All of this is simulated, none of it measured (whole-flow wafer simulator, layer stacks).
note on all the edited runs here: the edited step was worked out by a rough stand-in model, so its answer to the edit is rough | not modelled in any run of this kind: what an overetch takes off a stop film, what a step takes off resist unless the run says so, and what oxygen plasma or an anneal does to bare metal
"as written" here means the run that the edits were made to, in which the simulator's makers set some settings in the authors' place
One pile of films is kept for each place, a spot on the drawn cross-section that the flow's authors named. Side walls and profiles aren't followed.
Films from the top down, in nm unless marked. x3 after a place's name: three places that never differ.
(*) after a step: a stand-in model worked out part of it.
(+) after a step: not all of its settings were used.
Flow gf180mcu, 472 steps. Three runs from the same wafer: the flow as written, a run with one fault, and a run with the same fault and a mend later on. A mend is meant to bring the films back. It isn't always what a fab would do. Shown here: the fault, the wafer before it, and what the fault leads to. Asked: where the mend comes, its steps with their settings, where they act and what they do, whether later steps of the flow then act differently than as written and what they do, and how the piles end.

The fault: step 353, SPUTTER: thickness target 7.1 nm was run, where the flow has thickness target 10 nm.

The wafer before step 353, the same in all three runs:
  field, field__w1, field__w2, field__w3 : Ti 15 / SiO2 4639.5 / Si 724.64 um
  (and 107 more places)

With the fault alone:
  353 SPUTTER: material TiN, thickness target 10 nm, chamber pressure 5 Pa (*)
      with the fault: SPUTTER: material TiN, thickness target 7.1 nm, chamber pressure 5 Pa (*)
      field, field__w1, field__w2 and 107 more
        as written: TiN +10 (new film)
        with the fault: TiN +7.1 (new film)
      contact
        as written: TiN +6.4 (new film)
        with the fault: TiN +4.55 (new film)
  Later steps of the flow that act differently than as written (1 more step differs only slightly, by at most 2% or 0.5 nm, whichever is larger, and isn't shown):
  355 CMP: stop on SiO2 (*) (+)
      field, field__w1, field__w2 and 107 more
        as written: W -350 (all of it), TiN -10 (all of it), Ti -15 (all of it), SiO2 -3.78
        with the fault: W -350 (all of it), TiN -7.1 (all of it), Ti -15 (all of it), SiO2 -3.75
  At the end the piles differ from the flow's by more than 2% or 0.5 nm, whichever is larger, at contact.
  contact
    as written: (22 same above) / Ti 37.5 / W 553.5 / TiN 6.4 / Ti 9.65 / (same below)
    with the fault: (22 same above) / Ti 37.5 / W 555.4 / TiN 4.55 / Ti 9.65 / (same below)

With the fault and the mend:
  The mend comes after step 353.
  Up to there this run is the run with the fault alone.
  353a SPUTTER: material TiN, thickness target 2.9 nm, chamber pressure 5 Pa (*) (the flow's step 353 once more, with other settings)
      field, field__w1, field__w2 and 107 more
        TiN +2.9
      contact
        TiN +1.85
  No later step of the flow acts differently than as written at any place that is followed.
  At the end the piles are the same as the flow's at every place that both follow.
